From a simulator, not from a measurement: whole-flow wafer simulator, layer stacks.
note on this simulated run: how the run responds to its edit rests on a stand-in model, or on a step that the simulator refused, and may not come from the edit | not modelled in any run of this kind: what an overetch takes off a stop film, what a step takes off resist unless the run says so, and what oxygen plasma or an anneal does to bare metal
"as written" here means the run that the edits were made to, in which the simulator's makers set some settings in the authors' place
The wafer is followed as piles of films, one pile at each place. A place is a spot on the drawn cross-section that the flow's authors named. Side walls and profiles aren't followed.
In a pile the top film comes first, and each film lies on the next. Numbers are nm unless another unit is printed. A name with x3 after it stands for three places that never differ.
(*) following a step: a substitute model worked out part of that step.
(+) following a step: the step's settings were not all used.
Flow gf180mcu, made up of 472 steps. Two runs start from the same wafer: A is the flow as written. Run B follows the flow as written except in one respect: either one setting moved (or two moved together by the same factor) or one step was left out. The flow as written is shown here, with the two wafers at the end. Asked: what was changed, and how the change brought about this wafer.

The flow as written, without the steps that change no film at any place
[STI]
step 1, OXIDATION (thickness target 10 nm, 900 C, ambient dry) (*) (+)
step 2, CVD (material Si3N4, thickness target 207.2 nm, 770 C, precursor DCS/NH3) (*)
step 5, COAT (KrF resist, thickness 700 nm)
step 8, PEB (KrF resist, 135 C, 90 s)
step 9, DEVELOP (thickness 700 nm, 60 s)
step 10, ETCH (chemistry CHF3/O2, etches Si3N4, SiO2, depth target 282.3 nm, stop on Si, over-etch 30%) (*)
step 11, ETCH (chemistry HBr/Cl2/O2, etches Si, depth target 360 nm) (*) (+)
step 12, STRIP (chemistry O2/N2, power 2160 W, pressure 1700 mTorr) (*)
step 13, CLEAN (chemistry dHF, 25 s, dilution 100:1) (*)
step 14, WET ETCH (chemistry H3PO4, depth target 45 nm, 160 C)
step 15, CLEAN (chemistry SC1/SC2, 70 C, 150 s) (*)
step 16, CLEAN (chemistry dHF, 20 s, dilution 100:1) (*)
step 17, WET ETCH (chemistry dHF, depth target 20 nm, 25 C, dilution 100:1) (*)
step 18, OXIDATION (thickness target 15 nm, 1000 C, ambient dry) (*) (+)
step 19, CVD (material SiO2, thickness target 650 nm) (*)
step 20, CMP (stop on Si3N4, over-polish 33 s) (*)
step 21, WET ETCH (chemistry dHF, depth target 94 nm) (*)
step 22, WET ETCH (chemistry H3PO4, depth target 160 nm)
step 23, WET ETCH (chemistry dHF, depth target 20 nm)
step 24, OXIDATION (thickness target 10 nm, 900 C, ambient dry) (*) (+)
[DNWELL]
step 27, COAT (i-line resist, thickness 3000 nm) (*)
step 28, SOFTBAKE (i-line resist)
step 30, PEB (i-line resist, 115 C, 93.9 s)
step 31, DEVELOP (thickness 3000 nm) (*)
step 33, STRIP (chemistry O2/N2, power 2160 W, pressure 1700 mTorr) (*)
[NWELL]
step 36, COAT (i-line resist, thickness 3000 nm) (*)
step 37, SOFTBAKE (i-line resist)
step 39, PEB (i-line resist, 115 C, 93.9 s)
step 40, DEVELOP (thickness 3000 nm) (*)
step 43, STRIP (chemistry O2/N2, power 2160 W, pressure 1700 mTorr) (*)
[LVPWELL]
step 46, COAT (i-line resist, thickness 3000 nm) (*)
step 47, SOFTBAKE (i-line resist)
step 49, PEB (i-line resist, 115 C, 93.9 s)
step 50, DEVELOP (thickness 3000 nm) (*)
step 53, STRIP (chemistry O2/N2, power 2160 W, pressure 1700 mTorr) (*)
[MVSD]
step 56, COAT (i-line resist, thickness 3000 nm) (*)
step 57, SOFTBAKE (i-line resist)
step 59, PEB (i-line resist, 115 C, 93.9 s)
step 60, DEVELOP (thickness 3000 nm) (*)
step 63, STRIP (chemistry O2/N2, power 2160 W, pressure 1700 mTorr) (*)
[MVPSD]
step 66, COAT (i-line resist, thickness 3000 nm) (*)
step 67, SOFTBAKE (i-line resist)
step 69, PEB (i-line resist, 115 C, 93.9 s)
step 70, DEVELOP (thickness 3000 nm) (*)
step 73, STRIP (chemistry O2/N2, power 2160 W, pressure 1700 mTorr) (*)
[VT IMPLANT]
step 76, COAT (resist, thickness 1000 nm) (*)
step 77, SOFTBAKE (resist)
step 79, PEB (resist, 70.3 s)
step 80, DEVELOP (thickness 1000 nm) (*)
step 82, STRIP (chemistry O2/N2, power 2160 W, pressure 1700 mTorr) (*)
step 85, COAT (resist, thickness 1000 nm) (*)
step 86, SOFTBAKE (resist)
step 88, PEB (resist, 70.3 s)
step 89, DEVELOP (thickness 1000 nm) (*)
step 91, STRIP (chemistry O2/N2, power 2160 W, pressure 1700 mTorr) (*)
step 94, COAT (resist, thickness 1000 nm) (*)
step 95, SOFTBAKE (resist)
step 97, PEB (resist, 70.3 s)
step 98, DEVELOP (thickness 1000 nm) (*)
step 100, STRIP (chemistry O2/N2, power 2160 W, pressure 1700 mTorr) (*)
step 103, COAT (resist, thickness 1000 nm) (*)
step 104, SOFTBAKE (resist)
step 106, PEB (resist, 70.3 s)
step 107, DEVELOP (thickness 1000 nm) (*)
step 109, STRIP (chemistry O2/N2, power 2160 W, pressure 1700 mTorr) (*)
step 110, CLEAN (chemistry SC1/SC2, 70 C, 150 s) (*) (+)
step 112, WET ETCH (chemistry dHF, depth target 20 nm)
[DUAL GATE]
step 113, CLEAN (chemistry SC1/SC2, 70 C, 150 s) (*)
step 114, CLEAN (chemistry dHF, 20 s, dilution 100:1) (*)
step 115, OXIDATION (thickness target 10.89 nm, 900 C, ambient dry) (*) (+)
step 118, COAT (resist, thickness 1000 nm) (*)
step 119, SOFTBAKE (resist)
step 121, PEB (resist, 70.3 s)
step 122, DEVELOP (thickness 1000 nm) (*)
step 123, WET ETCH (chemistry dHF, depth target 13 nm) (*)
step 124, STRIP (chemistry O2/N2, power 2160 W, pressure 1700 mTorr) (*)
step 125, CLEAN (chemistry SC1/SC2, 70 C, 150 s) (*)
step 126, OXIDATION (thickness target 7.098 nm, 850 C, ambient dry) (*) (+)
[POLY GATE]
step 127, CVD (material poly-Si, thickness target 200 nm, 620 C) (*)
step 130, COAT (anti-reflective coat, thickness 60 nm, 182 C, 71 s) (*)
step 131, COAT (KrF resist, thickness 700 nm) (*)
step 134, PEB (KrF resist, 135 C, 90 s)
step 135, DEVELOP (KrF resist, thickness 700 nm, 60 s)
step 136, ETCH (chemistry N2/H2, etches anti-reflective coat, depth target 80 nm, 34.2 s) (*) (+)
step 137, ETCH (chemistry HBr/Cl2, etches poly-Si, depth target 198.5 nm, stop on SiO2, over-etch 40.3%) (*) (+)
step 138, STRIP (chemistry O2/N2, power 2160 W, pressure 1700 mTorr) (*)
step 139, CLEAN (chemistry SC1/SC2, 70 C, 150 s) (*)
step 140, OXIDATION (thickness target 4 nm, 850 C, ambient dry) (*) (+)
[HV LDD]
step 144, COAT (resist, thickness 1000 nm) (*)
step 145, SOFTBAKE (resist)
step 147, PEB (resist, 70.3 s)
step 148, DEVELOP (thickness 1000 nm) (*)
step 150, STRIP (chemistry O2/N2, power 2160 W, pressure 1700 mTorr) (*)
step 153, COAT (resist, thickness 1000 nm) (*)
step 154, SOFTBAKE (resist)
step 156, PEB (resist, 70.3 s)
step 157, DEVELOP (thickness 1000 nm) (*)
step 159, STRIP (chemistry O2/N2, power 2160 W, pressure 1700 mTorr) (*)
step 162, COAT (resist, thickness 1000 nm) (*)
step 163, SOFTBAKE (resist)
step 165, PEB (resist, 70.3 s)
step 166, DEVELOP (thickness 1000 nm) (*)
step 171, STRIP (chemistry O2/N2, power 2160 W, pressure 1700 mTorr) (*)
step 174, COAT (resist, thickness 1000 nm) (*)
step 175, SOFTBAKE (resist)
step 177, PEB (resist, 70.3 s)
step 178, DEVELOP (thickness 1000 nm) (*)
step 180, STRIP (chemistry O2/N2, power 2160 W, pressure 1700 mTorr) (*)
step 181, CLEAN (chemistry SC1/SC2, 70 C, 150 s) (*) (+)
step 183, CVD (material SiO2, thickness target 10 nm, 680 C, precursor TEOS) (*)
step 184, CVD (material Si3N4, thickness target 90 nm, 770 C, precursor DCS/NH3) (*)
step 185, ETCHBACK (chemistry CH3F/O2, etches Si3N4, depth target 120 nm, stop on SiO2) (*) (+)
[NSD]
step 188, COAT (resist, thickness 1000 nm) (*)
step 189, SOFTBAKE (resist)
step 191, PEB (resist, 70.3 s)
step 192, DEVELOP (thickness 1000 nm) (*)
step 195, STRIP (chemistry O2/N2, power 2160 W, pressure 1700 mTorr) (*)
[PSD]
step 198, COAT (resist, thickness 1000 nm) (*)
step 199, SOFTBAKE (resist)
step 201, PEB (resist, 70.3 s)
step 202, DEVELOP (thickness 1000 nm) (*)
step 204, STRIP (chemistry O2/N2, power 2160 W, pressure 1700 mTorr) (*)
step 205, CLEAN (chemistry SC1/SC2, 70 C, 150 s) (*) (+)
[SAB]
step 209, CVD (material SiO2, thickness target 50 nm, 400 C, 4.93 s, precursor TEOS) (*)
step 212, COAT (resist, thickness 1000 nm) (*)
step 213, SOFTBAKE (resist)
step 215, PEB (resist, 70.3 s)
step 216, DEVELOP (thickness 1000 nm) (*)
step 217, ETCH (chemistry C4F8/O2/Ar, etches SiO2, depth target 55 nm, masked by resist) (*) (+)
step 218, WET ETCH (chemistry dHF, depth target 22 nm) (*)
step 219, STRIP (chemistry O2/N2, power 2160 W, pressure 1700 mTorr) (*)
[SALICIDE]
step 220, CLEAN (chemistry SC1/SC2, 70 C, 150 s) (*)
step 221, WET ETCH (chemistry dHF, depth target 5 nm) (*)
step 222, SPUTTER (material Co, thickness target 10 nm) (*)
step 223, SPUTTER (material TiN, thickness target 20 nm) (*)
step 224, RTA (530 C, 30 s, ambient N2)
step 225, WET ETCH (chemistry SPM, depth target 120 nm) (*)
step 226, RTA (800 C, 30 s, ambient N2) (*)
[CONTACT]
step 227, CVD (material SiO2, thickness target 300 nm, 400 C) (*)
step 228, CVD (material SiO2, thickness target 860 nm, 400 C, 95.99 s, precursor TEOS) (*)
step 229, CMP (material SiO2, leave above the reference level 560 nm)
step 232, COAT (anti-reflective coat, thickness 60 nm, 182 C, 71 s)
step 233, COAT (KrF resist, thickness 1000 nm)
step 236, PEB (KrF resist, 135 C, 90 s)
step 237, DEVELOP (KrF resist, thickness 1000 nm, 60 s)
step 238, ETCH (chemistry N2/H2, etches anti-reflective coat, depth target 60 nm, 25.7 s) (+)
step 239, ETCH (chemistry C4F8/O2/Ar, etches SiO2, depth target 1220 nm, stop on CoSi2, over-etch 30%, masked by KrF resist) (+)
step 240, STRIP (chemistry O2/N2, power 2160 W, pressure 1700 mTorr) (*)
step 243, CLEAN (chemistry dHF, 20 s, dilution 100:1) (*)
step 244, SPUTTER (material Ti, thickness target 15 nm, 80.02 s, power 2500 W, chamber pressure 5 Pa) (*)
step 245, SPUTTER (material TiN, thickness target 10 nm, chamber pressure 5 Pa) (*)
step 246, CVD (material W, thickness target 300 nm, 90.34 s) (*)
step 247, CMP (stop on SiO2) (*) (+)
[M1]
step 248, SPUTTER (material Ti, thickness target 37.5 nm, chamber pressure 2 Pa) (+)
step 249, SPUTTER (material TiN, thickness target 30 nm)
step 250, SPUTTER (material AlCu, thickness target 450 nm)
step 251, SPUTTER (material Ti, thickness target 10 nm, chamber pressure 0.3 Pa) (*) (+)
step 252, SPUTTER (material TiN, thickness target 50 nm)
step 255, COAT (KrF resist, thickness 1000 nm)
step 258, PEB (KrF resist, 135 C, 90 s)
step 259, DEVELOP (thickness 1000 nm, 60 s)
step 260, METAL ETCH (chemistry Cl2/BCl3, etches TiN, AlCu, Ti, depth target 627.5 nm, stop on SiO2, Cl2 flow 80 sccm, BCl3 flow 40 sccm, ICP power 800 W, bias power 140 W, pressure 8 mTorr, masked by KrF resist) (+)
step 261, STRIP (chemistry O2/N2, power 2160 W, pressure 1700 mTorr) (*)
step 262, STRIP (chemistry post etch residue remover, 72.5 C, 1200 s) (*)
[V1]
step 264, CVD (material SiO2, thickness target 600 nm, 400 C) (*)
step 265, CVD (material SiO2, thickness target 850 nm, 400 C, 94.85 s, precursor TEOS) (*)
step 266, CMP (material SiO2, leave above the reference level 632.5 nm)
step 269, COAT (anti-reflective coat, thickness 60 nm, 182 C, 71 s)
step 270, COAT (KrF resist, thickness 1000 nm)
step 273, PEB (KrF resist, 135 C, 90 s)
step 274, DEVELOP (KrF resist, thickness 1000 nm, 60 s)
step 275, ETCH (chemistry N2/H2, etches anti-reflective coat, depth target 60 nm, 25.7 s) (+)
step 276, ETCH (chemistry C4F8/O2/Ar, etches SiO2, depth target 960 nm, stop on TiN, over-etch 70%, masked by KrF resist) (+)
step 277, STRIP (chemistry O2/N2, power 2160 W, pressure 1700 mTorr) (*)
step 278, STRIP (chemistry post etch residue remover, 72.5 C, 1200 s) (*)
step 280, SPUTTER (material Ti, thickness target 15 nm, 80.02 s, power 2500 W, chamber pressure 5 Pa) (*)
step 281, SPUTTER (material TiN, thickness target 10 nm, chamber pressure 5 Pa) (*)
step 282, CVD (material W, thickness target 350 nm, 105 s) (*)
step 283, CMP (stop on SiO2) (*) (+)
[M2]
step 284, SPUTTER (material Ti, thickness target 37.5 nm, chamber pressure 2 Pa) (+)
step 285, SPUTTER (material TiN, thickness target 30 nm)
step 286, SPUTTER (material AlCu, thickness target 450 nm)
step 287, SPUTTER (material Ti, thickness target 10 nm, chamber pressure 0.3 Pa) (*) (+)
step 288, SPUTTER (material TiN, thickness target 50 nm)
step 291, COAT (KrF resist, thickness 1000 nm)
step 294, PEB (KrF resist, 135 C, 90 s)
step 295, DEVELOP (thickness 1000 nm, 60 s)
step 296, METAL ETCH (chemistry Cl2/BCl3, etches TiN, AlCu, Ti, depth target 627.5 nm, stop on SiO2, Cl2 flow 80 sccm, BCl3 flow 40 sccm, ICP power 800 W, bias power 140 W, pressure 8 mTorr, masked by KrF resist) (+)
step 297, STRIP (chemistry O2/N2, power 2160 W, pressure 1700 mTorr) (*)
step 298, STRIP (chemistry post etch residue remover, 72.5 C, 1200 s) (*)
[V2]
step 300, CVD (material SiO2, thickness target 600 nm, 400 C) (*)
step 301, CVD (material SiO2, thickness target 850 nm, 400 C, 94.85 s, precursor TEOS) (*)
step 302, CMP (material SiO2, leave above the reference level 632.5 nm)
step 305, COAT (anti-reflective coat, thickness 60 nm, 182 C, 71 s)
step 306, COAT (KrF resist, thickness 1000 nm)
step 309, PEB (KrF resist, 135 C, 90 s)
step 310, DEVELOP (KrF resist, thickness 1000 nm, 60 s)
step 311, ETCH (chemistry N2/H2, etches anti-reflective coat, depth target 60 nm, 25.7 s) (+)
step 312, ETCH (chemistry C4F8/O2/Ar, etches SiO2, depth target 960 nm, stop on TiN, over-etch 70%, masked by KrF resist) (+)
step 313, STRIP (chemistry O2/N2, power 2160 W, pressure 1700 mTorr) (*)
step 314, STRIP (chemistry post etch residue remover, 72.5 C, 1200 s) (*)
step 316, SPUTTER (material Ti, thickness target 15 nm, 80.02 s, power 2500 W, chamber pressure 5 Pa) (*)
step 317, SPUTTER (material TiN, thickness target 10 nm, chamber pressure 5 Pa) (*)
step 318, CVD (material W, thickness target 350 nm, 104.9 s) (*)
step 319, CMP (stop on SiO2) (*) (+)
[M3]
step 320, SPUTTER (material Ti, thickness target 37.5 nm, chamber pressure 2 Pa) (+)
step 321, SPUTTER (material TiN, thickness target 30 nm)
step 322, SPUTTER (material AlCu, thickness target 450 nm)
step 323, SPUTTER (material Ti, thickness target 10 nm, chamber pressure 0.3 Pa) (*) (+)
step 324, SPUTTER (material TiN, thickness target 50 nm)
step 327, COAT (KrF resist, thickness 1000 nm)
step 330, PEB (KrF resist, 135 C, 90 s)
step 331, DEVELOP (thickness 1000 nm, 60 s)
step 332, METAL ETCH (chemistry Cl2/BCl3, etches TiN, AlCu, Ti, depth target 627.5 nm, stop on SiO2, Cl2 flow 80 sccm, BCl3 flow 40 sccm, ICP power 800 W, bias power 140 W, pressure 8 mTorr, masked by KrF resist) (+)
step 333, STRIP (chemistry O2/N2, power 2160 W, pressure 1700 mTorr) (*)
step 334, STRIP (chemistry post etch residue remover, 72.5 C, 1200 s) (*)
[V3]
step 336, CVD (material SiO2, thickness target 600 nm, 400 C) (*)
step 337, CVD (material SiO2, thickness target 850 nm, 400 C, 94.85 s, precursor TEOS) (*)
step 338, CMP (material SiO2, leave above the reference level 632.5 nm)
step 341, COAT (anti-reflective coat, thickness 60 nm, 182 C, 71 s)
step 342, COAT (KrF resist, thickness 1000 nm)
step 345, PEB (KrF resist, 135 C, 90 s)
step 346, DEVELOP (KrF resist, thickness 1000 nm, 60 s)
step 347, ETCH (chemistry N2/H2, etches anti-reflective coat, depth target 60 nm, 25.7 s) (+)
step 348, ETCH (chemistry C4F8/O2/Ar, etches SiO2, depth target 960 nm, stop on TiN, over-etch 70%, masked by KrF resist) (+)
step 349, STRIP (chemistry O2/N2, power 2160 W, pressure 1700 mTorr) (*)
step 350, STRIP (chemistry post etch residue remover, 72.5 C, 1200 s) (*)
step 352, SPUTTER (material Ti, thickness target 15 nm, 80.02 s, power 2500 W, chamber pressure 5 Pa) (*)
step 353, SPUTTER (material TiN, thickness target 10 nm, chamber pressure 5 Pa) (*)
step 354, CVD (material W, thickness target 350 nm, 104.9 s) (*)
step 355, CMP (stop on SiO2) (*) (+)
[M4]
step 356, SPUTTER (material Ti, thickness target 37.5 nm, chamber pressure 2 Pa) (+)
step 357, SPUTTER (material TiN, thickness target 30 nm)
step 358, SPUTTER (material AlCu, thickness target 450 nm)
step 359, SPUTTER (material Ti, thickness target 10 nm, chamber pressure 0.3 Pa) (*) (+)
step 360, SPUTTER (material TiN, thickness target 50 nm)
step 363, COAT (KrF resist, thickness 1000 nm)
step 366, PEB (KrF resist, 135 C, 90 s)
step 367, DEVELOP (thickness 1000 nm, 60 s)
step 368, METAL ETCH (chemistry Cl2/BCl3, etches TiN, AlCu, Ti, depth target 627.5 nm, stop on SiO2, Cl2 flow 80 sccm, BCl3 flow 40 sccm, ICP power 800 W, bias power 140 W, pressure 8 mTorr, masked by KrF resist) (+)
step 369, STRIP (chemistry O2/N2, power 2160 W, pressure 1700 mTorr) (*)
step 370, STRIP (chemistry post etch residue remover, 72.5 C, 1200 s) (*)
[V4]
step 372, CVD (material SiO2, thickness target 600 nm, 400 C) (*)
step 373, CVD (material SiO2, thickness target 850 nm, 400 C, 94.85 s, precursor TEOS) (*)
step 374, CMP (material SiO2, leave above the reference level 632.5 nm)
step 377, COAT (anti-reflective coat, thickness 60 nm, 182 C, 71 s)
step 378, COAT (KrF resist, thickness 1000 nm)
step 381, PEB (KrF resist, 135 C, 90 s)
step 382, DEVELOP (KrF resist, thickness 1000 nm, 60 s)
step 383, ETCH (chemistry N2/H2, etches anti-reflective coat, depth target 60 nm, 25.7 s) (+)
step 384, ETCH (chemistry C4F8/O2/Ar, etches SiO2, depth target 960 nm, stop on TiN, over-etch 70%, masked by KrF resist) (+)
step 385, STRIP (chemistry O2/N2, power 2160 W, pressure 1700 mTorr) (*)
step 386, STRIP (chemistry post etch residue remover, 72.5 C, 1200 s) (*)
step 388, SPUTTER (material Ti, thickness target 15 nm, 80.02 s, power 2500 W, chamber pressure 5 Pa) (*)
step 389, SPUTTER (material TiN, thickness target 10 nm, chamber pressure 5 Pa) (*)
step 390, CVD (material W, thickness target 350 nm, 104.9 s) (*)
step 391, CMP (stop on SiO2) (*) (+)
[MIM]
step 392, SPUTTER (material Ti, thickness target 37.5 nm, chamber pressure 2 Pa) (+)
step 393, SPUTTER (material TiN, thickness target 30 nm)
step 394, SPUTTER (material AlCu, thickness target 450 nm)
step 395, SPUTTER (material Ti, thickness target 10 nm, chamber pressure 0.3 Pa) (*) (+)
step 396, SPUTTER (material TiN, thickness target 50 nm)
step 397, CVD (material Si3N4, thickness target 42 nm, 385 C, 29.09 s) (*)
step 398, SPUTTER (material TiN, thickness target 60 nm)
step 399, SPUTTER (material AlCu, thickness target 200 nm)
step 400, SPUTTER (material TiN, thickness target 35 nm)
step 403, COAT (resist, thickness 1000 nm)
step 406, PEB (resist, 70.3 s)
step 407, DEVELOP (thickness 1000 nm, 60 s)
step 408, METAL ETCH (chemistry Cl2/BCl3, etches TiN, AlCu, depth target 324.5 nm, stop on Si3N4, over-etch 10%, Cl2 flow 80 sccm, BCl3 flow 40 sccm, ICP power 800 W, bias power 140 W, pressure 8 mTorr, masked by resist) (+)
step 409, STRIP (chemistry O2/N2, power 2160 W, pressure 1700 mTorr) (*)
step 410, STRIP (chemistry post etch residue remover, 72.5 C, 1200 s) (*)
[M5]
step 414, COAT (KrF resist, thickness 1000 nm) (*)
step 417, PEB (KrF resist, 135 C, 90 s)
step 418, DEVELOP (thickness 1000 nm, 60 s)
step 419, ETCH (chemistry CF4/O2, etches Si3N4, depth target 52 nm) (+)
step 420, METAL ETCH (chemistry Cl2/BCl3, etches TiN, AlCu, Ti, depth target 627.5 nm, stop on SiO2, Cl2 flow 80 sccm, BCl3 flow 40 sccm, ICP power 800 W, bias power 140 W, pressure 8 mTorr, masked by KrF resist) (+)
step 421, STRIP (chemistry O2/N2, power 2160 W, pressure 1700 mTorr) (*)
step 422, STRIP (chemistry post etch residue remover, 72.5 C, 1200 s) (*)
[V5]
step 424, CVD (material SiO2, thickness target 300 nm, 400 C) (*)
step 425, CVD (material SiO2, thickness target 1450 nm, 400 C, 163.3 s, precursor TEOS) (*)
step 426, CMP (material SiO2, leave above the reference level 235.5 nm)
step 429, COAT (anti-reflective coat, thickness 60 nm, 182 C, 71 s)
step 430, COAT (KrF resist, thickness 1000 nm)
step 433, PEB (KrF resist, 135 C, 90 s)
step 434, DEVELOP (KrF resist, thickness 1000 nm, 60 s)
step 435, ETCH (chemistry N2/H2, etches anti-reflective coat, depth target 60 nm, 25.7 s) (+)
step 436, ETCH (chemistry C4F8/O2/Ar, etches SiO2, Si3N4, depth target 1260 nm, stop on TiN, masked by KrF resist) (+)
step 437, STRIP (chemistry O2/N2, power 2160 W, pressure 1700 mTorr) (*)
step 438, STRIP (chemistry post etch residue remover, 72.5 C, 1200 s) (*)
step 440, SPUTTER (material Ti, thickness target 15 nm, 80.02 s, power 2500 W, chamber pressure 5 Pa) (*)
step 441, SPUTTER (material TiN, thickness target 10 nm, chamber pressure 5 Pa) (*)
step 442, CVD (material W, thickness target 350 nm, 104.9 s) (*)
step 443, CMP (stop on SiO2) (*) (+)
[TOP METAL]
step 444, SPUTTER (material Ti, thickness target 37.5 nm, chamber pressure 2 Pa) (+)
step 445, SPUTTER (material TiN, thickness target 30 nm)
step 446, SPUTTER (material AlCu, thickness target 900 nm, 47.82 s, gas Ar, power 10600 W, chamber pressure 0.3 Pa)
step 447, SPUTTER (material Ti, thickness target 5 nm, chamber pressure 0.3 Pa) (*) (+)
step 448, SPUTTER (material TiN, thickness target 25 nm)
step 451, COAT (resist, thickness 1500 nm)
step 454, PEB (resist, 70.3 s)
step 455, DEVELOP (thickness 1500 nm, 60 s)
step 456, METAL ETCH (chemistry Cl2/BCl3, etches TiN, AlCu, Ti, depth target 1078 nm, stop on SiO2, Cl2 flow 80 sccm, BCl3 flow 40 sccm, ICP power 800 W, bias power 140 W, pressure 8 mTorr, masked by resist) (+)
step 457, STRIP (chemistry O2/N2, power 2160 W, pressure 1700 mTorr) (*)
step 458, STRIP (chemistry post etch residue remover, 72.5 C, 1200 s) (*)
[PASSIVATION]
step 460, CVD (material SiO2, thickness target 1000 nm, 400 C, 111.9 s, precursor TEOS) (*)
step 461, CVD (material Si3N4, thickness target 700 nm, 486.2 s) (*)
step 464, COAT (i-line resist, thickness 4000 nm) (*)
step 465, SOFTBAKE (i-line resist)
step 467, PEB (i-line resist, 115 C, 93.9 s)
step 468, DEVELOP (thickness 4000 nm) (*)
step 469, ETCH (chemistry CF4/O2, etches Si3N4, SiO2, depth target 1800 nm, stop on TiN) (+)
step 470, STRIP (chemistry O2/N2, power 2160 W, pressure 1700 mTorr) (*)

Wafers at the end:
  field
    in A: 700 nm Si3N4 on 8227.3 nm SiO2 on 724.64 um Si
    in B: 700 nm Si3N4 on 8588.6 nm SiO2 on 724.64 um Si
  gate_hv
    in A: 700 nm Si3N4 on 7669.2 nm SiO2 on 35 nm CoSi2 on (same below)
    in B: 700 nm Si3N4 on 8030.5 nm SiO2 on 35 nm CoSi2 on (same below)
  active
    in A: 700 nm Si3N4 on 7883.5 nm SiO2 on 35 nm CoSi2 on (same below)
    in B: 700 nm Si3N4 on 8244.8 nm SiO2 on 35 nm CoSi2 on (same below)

What caused this: step 266, CMP: leave above the reference level 996.2 nm was run, whereas the flow has leave above the reference level 632.5 nm.

How this came from the change, step by step:
  step 266, CMP (material SiO2, leave above the reference level 632.5 nm)
      field, field__w1, field__w2 and 99 more: A SiO2 loses 300 | B nothing
      field__w8, contact, m1 and 6 more: A SiO2 loses 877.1 | B SiO2 loses 513.4
  step 269, COAT (anti-reflective coat, thickness 60 nm, 182 C, 71 s)
      field: A anti-reflective coat gains 60 (new film) | B anti-reflective coat gains 85.5 (new film)
      field__w8: A anti-reflective coat gains 60 (new film) | B anti-reflective coat gains 26.4 (new film)
      (as well as at 15 more places)
  step 270, COAT (KrF resist, thickness 1000 nm)
      contact: A KrF resist gains 1000 (new film) | B KrF resist gains 976.4 (new film)
      m1: A KrF resist gains 1000 (new film) | B KrF resist gains 973.6 (new film)
      (as well as at 2 more places)
  step 274, DEVELOP (KrF resist, thickness 1000 nm, 60 s)
      contact: A KrF resist loses 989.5 (all of it) | B KrF resist loses 966.1 (all of it)
  step 275, ETCH (chemistry N2/H2, etches anti-reflective coat, depth target 60 nm, 25.7 s) (+)
      contact: A anti-reflective coat loses 60 (all of it), SiO2 loses 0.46 | B anti-reflective coat loses 30.3 (all of it), SiO2 loses 1.22
  step 276, ETCH (chemistry C4F8/O2/Ar, etches SiO2, depth target 960 nm, stop on TiN, over-etch 70%, masked by KrF resist) (+)
      contact: A SiO2 loses 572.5 (all of it) | B SiO2 loses 935.4 (all of it)
  step 277, STRIP (chemistry O2/N2, power 2160 W, pressure 1700 mTorr) (*)
      field: A KrF resist loses 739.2 (all of it), anti-reflective coat loses 60 (all of it) | B KrF resist loses 727.4 (all of it), anti-reflective coat loses 85.5 (all of it)
      field__w8: A KrF resist loses 739.2 (all of it), anti-reflective coat loses 60 (all of it) | B KrF resist loses 732.1 (all of it), anti-reflective coat loses 26.4 (all of it)
      (as well as at 14 more places)
  step 280, SPUTTER (material Ti, thickness target 15 nm, 80.02 s, power 2500 W, chamber pressure 5 Pa) (*)
      contact: A Ti gains 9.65 (new film) | B Ti gains 8.11 (new film)
  step 281, SPUTTER (material TiN, thickness target 10 nm, chamber pressure 5 Pa) (*)
      contact: A TiN gains 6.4 (new film) | B TiN gains 5.38 (new film)
  step 282, CVD (material W, thickness target 350 nm, 105 s) (*)
      contact: A W gains 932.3 (new film) | B W gains 1234.8 (new film)
  step 283, CMP (stop on SiO2) (*) (+)
      field__w8, m1, m1__w1, polyc_n, polyc_n_rim, polyc_p, polyc_p_rim, m1_nw: A W loses 350 (all of it), TiN loses 10 (all of it), Ti loses 15 (all of it), SiO2 loses 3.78 | B W loses 350 (all of it), TiN loses 10 (all of it), Ti loses 15 (all of it), SiO2 loses 6.16
  step 291, COAT (KrF resist, thickness 1000 nm)
      field__w8: A KrF resist gains 1000 (new film) | B KrF resist gains 950.4 (new film)
      m1: A KrF resist gains 1000 (new film) | B KrF resist gains 949.3 (new film)
      (as well as at 6 more places)
  step 294, PEB (KrF resist, 135 C, 90 s)
      m1: A KrF resist loses 10.5 | B KrF resist loses 9.74
  step 295, DEVELOP (thickness 1000 nm, 60 s)
      polyc_n: A KrF resist loses 989.5 (all of it) | B KrF resist loses 942 (all of it)
      polyc_n_rim: A KrF resist loses 989.5 (all of it) | B KrF resist loses 940.9 (all of it)
      (as well as at 2 more places)
  step 297, STRIP (chemistry O2/N2, power 2160 W, pressure 1700 mTorr) (*)
      field__w8: A KrF resist loses 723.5 (all of it) | B KrF resist loses 674.5 (all of it)
      m1: A KrF resist loses 723.5 (all of it) | B KrF resist loses 673.6 (all of it)
      (as well as at 2 more places)
  step 302, CMP (material SiO2, leave above the reference level 632.5 nm)
      field, field__w1, field__w2 and 99 more: A SiO2 loses 300 | B SiO2 loses 238.6
      contact: A SiO2 loses 877.1 | B SiO2 loses 815.7
  ... 1 other step ...
  step 318, CVD (material W, thickness target 350 nm, 104.9 s) (*)
      contact: A W gains 932.3 (new film) | B W gains 994 (new film)
